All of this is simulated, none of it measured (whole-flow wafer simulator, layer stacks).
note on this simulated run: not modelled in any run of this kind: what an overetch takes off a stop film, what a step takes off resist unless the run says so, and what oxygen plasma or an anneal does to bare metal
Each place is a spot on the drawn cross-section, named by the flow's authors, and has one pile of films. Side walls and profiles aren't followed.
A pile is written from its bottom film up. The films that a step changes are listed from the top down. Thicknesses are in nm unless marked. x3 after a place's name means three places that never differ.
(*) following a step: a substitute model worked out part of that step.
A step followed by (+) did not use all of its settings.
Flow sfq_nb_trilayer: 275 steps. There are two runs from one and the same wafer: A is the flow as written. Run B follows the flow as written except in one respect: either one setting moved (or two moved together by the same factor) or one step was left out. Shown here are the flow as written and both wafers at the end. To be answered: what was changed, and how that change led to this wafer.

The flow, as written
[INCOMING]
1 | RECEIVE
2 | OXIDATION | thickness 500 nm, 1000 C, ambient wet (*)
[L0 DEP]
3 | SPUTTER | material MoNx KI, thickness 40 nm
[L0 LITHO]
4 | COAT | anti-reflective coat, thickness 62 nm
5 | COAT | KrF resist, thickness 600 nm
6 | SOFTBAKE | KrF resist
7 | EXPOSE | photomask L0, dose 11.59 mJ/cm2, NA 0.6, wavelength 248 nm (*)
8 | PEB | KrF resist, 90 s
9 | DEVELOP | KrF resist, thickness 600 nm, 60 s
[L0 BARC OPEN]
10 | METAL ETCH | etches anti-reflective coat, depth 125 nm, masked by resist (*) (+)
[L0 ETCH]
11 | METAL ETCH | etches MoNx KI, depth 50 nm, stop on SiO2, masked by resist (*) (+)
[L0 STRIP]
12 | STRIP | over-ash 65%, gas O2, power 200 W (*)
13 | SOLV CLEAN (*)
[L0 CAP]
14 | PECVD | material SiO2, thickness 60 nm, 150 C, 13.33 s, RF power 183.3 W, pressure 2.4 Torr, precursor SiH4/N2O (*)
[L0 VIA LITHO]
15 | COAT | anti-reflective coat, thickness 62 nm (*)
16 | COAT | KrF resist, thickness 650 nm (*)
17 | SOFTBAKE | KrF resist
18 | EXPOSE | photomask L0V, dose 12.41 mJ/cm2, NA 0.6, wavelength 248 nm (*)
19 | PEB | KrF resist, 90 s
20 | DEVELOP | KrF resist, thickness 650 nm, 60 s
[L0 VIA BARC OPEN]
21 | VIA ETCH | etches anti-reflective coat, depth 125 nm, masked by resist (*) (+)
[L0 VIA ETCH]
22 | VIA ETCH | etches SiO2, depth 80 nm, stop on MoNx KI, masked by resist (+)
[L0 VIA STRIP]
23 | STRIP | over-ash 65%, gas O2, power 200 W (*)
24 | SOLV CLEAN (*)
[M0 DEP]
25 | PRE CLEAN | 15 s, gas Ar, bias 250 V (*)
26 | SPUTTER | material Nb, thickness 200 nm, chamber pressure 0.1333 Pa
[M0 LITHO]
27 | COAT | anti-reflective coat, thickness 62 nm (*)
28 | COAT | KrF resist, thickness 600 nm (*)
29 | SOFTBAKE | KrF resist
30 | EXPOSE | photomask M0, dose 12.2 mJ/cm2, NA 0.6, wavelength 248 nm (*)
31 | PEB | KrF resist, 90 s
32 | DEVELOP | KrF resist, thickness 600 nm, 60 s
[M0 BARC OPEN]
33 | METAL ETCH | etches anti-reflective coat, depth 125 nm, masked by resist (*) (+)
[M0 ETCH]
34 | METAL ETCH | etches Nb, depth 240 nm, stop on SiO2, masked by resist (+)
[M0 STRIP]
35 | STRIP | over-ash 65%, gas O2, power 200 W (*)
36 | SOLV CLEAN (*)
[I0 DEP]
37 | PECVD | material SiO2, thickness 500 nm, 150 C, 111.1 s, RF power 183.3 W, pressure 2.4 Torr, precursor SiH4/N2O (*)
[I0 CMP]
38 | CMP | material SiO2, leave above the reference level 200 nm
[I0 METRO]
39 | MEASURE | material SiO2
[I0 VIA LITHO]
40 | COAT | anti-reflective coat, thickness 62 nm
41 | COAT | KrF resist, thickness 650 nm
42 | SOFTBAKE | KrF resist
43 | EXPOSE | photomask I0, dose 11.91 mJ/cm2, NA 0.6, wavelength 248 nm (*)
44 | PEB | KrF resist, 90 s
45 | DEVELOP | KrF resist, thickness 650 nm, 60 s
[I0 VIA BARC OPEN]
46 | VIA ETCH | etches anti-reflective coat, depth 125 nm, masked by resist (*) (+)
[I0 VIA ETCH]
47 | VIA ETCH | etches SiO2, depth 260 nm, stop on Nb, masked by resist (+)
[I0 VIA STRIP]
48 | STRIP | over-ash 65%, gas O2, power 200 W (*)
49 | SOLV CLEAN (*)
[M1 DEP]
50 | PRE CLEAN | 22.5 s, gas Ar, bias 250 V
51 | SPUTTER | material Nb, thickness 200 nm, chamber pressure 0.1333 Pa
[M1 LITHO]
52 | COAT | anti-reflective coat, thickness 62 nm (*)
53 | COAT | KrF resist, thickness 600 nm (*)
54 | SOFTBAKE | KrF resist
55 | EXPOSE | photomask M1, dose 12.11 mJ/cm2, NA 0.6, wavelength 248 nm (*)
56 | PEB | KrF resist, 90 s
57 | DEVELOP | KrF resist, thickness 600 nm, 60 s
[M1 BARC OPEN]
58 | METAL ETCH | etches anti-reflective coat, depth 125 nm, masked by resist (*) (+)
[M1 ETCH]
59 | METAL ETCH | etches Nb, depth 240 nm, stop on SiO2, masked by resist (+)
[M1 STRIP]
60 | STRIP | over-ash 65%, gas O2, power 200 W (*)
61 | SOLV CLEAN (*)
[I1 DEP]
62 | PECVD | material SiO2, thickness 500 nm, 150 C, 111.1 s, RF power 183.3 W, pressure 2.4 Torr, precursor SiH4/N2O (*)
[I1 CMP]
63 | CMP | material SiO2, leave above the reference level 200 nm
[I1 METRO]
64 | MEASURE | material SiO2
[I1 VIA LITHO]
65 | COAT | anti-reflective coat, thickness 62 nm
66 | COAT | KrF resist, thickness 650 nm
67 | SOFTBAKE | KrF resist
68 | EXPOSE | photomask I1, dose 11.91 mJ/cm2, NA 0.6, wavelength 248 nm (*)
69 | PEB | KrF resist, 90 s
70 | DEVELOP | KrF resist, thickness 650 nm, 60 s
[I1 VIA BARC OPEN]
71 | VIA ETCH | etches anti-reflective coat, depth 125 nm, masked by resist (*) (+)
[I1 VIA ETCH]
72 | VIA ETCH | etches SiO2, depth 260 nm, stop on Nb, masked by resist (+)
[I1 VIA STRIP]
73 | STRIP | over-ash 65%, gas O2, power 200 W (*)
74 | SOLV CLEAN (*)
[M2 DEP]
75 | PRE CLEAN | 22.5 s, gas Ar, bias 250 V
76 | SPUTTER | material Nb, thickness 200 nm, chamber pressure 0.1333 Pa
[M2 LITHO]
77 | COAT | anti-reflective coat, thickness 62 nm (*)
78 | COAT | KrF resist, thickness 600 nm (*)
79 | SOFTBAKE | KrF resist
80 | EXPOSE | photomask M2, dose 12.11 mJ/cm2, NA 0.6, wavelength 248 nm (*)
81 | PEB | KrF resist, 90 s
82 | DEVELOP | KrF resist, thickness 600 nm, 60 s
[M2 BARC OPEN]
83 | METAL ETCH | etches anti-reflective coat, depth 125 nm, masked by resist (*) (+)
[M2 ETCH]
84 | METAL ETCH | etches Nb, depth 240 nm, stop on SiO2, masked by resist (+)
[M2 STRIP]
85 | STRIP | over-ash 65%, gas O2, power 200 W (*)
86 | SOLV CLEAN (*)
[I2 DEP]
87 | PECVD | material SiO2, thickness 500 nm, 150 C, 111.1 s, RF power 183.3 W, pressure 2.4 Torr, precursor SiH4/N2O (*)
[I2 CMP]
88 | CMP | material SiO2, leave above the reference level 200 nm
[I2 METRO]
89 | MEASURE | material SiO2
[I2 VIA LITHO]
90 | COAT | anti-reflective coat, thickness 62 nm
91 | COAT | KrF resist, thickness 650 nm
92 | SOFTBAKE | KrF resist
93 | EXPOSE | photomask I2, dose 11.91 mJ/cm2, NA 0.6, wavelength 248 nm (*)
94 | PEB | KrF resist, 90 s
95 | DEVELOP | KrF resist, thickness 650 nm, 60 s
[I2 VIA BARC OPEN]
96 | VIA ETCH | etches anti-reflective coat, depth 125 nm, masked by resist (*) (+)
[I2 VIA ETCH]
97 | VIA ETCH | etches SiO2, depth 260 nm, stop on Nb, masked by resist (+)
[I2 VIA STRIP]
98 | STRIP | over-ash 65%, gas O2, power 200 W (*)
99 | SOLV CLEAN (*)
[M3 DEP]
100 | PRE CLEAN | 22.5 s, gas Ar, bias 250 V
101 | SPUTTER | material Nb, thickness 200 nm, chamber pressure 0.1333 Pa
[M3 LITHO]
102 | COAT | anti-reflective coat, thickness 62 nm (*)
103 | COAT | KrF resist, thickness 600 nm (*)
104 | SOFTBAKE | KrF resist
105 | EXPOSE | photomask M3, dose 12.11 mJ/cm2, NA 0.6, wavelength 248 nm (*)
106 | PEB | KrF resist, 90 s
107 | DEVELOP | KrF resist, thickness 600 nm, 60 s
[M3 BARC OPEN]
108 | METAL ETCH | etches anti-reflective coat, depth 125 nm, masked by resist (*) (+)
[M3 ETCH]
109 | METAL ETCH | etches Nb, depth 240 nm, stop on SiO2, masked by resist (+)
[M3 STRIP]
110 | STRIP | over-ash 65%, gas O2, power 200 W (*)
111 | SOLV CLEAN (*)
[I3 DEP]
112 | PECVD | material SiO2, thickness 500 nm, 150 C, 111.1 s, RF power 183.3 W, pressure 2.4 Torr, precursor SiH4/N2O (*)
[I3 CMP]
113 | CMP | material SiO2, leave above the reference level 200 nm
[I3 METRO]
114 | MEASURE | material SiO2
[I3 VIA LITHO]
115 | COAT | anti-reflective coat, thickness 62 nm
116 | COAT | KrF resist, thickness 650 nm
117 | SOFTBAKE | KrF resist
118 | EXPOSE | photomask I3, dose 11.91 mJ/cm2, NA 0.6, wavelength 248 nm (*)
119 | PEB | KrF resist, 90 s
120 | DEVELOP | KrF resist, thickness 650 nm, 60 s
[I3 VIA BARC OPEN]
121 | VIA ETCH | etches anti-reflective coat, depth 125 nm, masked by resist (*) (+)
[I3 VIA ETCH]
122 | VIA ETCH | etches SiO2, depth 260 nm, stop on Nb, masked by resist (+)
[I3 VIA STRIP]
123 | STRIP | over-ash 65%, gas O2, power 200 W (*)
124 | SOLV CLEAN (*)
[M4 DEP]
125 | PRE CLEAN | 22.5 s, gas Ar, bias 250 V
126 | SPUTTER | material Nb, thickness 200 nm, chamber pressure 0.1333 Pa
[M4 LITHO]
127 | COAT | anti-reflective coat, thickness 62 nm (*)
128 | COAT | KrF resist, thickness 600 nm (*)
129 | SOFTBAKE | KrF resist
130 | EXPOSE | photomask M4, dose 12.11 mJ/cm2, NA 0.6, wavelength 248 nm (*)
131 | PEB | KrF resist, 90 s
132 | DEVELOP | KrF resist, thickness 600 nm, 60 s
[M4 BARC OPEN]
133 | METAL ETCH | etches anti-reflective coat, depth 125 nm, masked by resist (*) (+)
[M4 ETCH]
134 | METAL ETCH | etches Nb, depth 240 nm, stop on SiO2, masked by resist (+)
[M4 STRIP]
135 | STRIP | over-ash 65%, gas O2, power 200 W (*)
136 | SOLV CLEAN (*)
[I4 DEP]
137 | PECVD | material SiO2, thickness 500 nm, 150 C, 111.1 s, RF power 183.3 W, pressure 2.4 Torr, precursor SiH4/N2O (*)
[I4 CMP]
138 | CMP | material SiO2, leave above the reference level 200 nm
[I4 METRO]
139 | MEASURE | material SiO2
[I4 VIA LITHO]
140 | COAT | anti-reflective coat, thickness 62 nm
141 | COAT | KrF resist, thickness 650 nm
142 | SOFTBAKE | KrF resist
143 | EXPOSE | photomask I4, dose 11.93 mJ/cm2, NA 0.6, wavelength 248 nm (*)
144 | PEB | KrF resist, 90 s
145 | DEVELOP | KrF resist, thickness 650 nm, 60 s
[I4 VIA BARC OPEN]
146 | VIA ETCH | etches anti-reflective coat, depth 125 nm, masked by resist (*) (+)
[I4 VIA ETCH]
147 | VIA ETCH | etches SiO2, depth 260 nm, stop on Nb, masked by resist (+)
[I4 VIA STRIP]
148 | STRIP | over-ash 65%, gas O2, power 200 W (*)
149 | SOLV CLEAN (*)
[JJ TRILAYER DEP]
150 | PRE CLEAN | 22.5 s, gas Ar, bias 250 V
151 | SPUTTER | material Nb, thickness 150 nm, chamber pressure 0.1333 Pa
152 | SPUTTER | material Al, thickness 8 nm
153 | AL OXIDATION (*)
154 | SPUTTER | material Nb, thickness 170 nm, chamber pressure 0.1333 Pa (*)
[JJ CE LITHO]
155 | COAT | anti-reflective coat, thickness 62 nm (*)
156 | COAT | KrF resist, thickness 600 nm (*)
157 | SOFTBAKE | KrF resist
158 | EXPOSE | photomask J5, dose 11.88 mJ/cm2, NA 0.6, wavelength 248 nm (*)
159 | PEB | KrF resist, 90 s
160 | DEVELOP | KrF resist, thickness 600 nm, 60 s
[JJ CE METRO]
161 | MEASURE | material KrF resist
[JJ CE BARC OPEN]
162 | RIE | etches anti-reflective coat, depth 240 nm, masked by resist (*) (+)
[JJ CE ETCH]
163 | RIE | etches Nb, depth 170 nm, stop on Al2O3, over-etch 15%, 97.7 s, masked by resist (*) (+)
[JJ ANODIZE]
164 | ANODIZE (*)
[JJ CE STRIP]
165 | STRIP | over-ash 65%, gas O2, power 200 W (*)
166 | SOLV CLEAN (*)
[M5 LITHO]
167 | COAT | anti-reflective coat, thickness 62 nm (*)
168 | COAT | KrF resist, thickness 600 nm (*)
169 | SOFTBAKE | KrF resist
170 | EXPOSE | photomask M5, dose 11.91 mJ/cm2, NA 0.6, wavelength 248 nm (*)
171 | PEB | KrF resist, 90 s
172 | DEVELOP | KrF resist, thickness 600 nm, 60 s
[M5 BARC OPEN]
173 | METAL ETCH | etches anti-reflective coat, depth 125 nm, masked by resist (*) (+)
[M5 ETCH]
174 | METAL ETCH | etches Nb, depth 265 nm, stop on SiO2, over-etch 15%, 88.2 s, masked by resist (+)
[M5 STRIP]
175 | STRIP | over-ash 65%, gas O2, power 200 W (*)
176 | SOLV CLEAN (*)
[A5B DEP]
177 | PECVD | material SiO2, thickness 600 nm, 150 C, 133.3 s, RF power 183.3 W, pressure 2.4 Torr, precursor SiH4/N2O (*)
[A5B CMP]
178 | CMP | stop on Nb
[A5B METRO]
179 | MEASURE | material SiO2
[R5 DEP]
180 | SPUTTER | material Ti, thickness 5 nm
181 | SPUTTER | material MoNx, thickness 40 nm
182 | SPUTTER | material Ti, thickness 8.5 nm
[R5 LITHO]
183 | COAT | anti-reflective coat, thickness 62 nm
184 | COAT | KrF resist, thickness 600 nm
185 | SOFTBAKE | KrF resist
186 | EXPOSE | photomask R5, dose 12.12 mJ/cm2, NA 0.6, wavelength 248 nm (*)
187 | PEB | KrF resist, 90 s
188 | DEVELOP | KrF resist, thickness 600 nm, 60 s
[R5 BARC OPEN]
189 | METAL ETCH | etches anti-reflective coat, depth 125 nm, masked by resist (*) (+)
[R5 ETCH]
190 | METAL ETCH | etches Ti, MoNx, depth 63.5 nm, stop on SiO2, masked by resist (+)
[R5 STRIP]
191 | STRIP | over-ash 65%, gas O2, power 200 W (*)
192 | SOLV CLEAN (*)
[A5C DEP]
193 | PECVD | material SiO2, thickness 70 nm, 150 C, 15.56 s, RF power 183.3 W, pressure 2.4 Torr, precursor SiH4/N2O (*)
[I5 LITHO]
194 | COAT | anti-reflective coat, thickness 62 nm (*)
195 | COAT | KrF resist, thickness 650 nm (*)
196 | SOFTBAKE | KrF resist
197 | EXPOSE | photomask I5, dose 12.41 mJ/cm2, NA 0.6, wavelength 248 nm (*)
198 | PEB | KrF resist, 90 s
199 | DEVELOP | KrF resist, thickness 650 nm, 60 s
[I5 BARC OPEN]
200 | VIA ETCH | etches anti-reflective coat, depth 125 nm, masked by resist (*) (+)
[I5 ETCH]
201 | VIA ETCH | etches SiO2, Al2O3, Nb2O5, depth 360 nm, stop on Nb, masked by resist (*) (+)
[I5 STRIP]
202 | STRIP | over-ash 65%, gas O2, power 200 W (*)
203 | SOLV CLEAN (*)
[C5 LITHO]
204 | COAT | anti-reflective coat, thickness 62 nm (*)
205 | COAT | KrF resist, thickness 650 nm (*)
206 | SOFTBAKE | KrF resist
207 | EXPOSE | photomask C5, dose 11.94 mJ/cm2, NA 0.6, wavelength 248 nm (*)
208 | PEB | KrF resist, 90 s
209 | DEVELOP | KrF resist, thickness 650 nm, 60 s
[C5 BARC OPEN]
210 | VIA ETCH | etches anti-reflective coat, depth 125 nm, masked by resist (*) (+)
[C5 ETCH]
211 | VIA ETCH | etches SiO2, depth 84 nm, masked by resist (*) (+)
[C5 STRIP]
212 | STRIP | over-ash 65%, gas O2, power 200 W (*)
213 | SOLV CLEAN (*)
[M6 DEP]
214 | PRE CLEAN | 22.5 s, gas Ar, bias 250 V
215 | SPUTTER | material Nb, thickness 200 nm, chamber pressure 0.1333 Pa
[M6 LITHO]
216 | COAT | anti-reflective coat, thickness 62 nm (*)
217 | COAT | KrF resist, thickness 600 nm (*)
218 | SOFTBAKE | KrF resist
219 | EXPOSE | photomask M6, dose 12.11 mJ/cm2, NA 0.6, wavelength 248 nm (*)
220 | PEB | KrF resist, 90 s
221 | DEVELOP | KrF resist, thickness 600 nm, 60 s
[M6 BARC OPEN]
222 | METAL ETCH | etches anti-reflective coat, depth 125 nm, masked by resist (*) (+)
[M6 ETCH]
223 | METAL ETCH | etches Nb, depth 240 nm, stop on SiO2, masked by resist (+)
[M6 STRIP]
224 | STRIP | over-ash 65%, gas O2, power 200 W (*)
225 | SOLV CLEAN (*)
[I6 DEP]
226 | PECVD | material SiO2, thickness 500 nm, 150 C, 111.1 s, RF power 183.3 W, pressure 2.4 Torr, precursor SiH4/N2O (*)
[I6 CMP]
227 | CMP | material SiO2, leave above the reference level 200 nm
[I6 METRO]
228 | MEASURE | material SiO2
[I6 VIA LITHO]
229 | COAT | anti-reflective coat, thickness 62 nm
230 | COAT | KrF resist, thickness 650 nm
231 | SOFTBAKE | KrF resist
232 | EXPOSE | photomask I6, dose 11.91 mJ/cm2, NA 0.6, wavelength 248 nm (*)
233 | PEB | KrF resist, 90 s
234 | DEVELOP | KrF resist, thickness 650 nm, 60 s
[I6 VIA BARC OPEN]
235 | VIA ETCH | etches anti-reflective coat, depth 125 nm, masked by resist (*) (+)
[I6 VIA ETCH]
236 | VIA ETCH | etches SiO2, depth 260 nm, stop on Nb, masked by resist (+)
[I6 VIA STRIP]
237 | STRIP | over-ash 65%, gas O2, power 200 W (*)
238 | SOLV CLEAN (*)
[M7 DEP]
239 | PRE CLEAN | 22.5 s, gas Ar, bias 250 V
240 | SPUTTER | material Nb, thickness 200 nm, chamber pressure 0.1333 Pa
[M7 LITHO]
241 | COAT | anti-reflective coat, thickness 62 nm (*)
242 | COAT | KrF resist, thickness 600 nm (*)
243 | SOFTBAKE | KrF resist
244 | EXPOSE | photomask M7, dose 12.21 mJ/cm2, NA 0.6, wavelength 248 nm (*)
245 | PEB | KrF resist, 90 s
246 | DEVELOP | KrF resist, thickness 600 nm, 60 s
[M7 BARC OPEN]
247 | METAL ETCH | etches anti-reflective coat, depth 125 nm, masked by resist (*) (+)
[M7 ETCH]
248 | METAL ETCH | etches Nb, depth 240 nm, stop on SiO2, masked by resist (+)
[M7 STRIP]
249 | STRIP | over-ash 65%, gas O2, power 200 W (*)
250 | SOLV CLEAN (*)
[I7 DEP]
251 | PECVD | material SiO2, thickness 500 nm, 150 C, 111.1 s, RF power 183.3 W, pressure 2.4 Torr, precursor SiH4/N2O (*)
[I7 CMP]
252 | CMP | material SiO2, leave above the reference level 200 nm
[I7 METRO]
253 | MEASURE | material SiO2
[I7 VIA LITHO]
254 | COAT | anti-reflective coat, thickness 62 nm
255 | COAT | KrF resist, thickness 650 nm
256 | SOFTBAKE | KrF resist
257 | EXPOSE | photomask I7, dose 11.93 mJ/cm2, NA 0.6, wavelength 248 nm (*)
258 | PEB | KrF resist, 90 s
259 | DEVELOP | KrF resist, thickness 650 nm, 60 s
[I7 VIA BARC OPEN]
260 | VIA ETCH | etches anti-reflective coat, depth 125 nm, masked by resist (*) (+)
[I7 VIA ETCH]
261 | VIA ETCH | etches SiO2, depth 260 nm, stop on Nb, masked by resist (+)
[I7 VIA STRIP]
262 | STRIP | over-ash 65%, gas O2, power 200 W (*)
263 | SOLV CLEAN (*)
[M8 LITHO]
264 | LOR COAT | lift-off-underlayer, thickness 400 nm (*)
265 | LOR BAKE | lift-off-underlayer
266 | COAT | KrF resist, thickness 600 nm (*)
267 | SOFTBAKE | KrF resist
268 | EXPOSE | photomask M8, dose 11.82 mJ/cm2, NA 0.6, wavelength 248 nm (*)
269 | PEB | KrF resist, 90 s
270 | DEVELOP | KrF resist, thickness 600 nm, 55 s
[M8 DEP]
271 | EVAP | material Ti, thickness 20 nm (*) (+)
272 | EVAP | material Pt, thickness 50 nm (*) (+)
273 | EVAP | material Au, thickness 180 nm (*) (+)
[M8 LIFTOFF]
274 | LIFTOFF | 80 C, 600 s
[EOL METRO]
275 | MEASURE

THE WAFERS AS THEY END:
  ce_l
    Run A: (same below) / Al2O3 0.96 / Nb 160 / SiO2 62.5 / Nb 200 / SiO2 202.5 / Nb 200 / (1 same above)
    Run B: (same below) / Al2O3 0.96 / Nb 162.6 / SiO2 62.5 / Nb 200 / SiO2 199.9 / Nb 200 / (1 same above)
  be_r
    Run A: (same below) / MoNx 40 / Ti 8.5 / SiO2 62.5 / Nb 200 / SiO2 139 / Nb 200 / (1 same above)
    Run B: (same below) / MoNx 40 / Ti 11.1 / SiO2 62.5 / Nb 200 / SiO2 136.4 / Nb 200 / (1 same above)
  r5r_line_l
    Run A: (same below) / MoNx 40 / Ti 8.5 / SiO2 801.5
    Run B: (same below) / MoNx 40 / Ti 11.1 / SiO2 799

What caused this: step 182, SPUTTER: thickness 11.05 nm was run, though the flow has thickness 8.5 nm.
One can read it off the wafer: be_r has Ti 11.1, and step 182 as written asks for 8.5 nm.

Step by step, how the change led to this:
  182 | SPUTTER | material Ti, thickness 8.5 nm
      field_l, v_sur, via_wl and 103 more: A +8.5 Ti (new film) | B +11.1 Ti (new film)
  190 | METAL ETCH | etches Ti, MoNx, depth 63.5 nm, stop on SiO2, masked by resist (+)
      field_l, v_sur, via_wl and 92 more: A -8.5 Ti (all of it), -40 MoNx (all of it), -5 Ti (all of it) | B -11.1 Ti (all of it), -40 MoNx (all of it), -5 Ti (all of it)
      ce_l, c5j, ce_r, wl_jj: A -8.5 Ti (all of it), -40 MoNx (all of it), -5 Ti (all of it), -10 Nb | B -11.1 Ti (all of it), -40 MoNx (all of it), -5 Ti (all of it), -7.45 Nb
  194 | COAT | anti-reflective coat, thickness 62 nm (*)
      ce_r: A +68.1 anti-reflective coat (new film) | B +66.7 anti-reflective coat (new film)
  202 | STRIP | over-ash 65%, gas O2, power 200 W (*)
      ce_r: A -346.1 KrF resist (all of it), -68.1 anti-reflective coat (all of it) | B -345.8 KrF resist (all of it), -66.7 anti-reflective coat (all of it)
